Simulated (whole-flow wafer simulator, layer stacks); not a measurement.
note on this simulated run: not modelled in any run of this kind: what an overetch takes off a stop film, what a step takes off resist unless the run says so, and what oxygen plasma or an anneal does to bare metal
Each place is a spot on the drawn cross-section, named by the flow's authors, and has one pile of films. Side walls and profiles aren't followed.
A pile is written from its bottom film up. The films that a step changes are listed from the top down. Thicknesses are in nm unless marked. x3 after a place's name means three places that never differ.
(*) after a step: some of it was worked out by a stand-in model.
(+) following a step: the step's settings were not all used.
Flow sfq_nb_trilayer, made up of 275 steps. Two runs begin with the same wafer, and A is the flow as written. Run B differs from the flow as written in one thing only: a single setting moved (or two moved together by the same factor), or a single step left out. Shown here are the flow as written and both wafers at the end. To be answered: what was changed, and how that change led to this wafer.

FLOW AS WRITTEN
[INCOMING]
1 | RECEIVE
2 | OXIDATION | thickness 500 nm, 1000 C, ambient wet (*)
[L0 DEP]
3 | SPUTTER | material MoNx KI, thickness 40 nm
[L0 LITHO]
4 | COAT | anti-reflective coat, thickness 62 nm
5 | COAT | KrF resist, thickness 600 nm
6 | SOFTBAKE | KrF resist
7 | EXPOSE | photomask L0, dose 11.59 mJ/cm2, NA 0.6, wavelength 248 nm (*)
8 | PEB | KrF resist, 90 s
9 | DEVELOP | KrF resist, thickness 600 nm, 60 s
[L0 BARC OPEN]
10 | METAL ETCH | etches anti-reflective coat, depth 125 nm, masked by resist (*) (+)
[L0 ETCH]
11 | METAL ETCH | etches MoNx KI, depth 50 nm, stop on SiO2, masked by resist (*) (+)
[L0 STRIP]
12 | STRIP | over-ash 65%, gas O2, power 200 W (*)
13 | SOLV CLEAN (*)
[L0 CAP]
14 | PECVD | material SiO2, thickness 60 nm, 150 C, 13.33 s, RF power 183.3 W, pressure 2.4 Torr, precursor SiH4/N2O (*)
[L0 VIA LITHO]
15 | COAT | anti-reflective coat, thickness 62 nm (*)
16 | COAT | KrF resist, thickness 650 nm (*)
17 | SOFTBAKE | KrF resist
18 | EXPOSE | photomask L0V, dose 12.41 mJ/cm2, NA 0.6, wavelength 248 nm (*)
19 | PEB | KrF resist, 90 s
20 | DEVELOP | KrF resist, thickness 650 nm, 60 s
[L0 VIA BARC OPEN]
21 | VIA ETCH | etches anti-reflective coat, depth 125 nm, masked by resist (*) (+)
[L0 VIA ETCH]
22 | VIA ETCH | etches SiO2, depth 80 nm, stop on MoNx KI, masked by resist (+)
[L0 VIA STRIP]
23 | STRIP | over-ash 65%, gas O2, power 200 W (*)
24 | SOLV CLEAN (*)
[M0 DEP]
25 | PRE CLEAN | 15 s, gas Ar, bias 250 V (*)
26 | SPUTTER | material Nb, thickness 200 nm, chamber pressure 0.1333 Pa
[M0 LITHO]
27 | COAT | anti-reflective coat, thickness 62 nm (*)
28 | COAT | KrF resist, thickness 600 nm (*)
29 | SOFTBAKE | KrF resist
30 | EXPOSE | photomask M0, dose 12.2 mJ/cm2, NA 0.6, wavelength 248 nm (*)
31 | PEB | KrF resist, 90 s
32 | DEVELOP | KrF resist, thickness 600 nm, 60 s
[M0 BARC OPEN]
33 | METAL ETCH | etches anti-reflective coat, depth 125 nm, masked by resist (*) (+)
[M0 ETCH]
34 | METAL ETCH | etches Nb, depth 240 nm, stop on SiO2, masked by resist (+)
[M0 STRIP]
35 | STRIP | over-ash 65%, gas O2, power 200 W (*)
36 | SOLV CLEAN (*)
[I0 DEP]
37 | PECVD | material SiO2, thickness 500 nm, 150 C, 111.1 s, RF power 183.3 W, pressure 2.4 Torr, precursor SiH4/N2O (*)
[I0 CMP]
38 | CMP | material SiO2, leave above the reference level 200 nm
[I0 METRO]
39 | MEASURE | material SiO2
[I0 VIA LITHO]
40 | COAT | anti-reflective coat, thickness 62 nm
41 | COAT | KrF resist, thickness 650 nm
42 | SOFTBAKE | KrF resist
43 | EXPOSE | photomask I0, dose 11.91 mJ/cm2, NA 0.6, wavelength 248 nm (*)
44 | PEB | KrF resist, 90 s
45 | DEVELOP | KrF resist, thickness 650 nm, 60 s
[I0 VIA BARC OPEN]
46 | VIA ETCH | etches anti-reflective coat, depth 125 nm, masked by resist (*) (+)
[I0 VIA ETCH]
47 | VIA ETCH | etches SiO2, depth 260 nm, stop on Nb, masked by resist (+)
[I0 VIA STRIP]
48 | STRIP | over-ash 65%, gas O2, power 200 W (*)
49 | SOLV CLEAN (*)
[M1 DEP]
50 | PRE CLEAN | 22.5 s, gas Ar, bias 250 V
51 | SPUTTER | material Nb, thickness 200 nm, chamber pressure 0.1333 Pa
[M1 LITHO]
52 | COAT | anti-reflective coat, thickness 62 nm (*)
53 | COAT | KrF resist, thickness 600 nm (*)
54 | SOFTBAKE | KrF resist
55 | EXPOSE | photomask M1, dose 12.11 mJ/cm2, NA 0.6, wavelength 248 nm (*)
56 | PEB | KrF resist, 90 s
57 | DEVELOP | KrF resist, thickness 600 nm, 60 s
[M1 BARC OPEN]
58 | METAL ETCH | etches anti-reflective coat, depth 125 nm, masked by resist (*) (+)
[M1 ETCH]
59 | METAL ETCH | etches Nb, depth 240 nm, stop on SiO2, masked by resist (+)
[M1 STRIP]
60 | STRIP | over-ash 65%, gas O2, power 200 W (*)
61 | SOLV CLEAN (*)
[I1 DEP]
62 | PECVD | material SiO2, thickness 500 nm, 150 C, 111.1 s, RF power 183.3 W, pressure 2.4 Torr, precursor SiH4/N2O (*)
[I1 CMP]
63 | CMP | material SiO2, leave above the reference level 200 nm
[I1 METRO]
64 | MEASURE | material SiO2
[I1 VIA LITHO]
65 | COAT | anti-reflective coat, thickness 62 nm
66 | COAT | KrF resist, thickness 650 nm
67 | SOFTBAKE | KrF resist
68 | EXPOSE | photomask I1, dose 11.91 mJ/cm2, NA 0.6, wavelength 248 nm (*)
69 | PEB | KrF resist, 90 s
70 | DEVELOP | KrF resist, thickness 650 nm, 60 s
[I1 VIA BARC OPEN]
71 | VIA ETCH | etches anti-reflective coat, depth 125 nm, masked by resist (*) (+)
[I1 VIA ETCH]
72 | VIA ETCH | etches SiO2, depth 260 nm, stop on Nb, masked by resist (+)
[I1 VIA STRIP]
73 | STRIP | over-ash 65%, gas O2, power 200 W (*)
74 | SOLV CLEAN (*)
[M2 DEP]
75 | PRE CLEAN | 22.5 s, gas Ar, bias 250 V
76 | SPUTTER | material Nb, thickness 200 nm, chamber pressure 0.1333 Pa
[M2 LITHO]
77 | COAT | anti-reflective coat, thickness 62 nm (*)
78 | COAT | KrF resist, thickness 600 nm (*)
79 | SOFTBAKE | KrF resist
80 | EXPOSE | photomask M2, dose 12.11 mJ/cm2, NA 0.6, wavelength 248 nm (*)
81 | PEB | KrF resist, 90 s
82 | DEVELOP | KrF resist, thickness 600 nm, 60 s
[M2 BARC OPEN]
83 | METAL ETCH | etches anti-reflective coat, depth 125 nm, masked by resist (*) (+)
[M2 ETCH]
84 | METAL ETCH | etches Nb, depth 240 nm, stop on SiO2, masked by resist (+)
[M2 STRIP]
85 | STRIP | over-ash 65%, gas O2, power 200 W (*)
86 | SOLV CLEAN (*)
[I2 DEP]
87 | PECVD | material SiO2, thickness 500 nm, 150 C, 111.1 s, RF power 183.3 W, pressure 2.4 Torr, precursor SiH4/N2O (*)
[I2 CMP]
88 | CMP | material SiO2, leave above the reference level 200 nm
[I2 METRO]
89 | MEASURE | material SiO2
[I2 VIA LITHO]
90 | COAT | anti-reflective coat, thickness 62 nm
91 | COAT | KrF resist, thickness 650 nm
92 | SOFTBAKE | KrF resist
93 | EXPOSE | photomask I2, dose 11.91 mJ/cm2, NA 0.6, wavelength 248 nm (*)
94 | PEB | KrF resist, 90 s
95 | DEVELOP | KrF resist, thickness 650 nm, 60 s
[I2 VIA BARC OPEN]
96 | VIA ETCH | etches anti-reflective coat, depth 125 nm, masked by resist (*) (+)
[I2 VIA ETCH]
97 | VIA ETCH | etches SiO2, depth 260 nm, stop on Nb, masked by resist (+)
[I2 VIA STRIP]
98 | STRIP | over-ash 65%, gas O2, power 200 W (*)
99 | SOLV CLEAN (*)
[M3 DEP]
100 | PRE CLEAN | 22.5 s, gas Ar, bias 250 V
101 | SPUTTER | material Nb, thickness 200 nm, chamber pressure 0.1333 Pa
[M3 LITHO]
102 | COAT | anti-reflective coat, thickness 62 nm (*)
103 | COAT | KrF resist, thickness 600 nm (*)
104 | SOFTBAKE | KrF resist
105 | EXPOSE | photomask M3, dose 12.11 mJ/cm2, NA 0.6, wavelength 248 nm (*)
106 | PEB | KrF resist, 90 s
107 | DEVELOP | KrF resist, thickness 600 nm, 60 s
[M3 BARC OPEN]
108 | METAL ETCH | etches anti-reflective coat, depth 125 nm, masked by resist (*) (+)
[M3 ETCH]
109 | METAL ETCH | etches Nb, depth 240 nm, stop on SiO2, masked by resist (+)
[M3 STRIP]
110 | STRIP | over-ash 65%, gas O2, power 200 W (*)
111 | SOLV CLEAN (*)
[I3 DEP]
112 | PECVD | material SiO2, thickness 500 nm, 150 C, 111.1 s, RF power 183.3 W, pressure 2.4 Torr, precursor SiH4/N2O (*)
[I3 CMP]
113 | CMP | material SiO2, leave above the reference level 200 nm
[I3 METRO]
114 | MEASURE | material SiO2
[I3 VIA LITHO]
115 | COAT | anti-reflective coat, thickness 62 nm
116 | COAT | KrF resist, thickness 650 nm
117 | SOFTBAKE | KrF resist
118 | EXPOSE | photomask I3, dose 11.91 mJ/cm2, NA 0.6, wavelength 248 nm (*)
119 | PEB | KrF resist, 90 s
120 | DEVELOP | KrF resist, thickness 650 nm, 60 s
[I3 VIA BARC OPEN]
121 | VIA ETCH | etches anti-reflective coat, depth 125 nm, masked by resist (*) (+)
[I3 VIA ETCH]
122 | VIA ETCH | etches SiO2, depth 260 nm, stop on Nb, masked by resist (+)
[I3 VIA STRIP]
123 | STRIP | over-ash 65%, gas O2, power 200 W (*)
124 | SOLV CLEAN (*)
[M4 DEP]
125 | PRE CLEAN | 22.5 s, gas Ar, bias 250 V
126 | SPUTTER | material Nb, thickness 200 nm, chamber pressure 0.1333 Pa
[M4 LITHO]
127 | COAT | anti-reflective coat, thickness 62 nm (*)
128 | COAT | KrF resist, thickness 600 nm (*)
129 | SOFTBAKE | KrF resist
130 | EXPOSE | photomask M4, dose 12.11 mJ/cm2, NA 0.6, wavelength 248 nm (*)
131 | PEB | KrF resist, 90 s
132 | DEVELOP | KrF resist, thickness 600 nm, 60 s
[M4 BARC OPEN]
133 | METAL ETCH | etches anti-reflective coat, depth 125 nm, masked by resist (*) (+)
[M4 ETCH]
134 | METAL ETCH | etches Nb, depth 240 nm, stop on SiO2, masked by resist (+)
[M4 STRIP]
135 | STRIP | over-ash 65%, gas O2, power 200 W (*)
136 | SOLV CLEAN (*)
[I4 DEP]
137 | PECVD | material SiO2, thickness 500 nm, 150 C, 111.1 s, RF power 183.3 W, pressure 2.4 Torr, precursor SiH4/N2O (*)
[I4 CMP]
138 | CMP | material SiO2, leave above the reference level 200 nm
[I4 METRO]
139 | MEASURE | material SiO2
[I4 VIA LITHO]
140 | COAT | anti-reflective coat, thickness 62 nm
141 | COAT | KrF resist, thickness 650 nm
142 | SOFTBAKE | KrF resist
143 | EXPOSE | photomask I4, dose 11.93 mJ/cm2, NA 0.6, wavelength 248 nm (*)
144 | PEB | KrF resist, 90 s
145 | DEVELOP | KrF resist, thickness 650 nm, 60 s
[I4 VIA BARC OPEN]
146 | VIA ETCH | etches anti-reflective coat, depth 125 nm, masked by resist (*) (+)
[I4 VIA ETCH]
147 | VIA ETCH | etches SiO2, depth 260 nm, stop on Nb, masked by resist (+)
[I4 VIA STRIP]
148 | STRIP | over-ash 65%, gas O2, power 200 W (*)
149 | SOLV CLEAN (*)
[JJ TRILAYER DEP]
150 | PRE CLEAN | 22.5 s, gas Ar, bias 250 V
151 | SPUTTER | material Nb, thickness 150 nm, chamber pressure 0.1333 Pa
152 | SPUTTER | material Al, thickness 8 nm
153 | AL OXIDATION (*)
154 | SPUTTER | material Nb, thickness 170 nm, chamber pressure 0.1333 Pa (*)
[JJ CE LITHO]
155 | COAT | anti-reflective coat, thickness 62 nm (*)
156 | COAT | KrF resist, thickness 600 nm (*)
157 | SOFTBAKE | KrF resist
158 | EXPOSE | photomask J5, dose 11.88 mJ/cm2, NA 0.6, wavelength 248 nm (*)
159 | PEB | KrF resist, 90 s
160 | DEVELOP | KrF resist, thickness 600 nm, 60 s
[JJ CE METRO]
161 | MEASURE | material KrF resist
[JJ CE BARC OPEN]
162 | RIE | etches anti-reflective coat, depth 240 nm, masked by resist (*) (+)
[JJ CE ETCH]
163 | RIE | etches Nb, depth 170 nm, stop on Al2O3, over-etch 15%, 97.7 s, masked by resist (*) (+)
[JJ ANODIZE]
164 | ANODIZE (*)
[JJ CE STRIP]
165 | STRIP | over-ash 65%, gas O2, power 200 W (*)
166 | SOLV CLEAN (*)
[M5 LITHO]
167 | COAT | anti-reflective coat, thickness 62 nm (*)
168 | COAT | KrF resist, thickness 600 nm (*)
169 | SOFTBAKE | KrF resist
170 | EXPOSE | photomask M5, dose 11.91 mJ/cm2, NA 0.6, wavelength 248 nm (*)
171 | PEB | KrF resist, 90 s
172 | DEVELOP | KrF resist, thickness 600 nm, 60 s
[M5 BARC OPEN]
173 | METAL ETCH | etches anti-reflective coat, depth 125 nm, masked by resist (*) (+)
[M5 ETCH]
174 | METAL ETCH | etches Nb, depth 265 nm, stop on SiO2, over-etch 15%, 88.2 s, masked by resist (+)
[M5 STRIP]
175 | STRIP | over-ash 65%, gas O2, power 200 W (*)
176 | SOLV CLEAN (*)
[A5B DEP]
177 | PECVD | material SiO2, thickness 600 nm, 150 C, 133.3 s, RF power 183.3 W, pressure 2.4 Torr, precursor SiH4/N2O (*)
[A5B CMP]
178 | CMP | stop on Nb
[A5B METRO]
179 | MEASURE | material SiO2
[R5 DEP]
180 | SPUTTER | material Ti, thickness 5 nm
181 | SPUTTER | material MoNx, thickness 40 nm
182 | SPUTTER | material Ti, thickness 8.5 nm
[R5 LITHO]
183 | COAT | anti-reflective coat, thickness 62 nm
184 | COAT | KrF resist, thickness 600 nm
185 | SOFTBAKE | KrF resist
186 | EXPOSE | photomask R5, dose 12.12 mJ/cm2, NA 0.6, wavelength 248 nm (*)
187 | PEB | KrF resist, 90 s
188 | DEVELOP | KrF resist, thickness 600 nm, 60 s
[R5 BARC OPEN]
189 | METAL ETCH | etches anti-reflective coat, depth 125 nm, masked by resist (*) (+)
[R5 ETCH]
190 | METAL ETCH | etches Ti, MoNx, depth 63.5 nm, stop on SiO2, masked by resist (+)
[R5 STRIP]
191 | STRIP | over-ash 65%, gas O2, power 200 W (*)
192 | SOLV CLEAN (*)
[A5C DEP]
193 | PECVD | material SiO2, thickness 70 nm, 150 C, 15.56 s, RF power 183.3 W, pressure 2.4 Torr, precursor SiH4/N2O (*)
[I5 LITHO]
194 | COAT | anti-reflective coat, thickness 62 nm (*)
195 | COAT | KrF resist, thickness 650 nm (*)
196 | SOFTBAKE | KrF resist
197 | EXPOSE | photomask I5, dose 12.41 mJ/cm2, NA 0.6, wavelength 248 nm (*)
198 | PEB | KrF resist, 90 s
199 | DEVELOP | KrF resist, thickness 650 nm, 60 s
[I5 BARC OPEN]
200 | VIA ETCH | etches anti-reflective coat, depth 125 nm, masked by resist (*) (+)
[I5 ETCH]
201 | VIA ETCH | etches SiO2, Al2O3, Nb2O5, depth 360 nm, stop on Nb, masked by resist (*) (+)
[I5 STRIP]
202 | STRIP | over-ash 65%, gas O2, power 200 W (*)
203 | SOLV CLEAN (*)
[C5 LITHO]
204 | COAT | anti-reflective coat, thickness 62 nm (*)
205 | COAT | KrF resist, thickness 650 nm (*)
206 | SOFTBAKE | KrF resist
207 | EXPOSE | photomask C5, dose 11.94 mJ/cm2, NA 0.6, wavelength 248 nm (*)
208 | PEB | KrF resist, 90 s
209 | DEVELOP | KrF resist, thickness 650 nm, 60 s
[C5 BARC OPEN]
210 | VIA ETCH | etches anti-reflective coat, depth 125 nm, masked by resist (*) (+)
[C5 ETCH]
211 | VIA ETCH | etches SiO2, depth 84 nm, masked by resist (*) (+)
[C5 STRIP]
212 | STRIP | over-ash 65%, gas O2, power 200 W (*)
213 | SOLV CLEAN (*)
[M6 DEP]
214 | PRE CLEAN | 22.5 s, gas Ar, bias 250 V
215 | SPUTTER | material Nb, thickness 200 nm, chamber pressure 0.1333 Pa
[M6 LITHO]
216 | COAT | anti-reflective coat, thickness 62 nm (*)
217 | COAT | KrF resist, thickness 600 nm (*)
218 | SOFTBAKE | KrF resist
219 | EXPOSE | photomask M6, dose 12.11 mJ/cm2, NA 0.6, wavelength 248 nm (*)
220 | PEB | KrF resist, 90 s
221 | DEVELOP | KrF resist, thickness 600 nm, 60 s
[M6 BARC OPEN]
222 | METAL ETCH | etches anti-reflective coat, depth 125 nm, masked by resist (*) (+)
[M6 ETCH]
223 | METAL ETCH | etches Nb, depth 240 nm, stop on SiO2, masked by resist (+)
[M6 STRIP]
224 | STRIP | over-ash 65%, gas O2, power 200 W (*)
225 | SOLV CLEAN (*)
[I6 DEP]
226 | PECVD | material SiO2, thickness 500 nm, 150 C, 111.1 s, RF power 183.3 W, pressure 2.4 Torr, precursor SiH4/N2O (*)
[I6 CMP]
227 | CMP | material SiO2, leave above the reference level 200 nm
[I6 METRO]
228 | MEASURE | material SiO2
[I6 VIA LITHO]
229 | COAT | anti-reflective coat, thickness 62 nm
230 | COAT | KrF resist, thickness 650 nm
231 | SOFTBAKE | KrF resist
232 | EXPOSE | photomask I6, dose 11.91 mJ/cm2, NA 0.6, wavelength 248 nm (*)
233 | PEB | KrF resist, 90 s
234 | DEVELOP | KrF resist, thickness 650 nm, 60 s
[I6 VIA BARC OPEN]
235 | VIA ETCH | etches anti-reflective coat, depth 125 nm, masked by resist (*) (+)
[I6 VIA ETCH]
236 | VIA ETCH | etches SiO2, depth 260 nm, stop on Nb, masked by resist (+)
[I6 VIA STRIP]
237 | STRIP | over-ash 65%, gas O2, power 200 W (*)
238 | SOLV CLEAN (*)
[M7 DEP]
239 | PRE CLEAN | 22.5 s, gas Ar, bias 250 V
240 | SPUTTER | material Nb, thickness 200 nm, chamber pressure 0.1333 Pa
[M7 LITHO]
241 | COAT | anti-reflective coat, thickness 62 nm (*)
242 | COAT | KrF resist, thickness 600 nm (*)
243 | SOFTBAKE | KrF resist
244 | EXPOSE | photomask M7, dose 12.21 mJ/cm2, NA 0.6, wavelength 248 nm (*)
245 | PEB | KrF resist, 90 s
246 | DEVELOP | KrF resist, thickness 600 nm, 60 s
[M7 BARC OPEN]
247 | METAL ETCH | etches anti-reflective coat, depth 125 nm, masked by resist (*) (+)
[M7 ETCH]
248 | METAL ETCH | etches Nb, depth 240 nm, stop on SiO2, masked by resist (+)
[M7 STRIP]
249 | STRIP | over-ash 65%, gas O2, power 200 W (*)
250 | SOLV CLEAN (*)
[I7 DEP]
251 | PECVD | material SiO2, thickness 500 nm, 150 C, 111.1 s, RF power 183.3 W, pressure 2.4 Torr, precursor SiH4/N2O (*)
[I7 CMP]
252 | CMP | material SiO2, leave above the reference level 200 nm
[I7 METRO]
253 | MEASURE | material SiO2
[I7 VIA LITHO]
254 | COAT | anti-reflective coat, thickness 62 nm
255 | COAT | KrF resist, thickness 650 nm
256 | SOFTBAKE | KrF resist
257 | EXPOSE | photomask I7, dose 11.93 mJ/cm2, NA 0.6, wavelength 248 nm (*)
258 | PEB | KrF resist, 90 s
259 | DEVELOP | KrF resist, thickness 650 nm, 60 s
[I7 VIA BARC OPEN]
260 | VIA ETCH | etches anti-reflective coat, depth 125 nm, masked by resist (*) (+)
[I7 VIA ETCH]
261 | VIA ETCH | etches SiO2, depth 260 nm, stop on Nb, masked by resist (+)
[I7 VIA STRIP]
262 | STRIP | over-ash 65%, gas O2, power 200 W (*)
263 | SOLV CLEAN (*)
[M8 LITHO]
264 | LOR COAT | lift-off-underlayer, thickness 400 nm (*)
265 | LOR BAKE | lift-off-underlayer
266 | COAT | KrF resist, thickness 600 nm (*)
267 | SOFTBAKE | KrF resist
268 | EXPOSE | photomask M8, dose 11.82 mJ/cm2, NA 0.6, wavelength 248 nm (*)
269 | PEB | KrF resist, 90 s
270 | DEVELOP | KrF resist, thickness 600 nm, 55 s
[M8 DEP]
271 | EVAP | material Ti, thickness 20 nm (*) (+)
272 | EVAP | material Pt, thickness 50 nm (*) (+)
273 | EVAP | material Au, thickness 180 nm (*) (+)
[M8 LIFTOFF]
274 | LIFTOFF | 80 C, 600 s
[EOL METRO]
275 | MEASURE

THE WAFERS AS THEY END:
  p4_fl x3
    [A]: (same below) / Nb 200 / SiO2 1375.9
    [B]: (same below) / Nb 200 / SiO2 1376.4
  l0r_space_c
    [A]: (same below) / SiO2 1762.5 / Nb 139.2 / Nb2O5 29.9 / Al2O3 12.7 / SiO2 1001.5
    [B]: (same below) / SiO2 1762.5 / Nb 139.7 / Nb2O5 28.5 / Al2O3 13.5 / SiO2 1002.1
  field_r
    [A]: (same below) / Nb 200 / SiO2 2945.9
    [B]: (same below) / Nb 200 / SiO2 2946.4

What caused this: step 152, SPUTTER: thickness 8.48 nm was run, whereas the flow has thickness 8 nm.

The path from the change to this, step by step:
  164 | ANODIZE (*)
      field_l, v_sur, via_sp and 96 more: A Al2O3 gains 12.2, Nb2O5 gains 29.9 (new film), Al loses 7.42 (all of it), Nb loses 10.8 | B Al2O3 gains 13, Nb2O5 gains 28.5 (new film), Al loses 7.9 (all of it), Nb loses 10.3
      via_wl, via_wr: A Al2O3 gains 7.52 (new film), Nb2O5 gains 39.2 (new film), Al loses 4.56 (all of it), Nb loses 14.1 | B Al2O3 gains 8.03 (new film), Nb2O5 gains 38.3 (new film), Al loses 4.87 (all of it), Nb loses 13.8
      (also at 1 further place)
  167 | COAT | anti-reflective coat, thickness 62 nm (*)
      ce_l: A anti-reflective coat gains 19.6 (new film) | B anti-reflective coat gains 19 (new film)
  174 | METAL ETCH | etches Nb, depth 265 nm, stop on SiO2, over-etch 15%, 88.2 s, masked by resist (+)
      field_l, r_sur, res and 50 more: A Al2O3 loses 12.6 (all of it), Nb2O5 loses 29.9 (all of it), Nb loses 139.2 (all of it), SiO2 loses 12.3 | B Al2O3 loses 13.4 (all of it), Nb2O5 loses 28.5 (all of it), Nb loses 139.7 (all of it), SiO2 loses 12.3
  175 | STRIP | over-ash 65%, gas O2, power 200 W (*)
      ce_l: A KrF resist loses 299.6 (all of it), anti-reflective coat loses 19.6 (all of it) | B KrF resist loses 299.8 (all of it), anti-reflective coat loses 19 (all of it)
  201 | VIA ETCH | etches SiO2, Al2O3, Nb2O5, depth 360 nm, stop on Nb, masked by resist (*) (+)
      be: A SiO2 loses 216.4 (all of it), Al2O3 loses 12.7 (all of it), Nb2O5 loses 29.9 (all of it) | B SiO2 loses 216.9 (all of it), Al2O3 loses 13.5 (all of it), Nb2O5 loses 28.5 (all of it)
